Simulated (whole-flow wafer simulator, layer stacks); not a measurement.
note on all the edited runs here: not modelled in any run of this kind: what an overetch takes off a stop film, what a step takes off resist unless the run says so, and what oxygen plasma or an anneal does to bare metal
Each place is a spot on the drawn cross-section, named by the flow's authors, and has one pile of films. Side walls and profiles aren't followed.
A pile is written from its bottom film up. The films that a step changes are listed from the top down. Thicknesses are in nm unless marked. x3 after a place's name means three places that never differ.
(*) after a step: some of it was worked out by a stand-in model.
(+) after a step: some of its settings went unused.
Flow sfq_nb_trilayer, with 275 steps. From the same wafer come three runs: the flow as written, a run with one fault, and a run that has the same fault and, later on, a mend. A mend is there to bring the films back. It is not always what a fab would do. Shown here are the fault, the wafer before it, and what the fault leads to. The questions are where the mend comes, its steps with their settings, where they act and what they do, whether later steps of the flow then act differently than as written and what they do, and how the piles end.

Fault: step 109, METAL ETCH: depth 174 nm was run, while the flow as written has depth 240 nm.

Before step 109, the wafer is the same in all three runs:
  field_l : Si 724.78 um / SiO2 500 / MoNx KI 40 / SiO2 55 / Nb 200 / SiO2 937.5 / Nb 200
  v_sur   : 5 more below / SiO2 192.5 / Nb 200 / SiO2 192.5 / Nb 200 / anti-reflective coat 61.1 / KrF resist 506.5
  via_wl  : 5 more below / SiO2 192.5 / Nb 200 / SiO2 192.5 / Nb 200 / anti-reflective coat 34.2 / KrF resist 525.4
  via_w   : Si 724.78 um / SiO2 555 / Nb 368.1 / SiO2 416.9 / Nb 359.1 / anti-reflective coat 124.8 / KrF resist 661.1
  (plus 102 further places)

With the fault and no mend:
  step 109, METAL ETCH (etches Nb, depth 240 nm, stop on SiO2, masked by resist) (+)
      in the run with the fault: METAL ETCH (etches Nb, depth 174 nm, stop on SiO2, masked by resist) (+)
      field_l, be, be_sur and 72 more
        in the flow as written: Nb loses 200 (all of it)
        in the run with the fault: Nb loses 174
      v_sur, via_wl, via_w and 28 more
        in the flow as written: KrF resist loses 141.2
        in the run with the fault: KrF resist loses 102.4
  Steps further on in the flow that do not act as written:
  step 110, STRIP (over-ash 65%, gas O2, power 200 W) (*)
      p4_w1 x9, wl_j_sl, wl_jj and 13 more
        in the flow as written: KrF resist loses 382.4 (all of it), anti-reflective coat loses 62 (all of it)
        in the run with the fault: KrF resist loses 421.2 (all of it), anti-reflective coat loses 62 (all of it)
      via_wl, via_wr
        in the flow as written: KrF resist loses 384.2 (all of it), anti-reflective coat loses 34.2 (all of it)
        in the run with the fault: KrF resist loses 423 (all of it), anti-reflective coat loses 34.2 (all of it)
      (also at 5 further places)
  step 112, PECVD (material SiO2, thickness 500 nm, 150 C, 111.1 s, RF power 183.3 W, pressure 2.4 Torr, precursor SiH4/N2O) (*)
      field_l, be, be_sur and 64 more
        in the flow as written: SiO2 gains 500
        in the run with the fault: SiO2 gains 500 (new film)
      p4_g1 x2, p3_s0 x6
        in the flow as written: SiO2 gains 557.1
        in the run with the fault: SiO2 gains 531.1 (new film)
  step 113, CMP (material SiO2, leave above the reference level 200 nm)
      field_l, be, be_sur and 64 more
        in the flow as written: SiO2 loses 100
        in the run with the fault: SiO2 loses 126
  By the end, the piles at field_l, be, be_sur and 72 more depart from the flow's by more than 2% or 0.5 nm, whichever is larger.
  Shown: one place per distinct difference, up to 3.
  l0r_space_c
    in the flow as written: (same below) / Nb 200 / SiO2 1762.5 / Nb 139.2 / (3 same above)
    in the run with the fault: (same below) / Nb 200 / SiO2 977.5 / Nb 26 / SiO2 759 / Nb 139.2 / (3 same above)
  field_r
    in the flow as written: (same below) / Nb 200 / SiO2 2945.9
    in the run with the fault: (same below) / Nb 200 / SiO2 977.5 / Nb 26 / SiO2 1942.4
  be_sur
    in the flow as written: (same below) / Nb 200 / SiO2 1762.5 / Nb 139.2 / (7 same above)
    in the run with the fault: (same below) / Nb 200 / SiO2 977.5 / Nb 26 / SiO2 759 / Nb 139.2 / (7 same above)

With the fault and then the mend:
  After step 109 comes the mend.
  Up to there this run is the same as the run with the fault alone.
  step 109a, METAL ETCH (etches Nb, depth 66 nm, stop on SiO2, masked by resist) (+) (a further turn of the flow's step 109, with different settings)
      field_l, be, be_sur and 72 more
        Nb loses 26 (all of it)
      v_sur, via_wl, via_w and 28 more
        KrF resist loses 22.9
  Steps further on in the flow that do not act as written:
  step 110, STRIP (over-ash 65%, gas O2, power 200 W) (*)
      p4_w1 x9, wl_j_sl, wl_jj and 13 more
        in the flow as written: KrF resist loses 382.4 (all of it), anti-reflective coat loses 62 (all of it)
        in the run with the mend: KrF resist loses 398.3 (all of it), anti-reflective coat loses 62 (all of it)
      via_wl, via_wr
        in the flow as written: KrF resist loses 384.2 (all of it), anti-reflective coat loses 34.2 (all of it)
        in the run with the mend: KrF resist loses 400.1 (all of it), anti-reflective coat loses 34.2 (all of it)
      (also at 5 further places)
  The piles end the same as the flow's at every place that both follow.
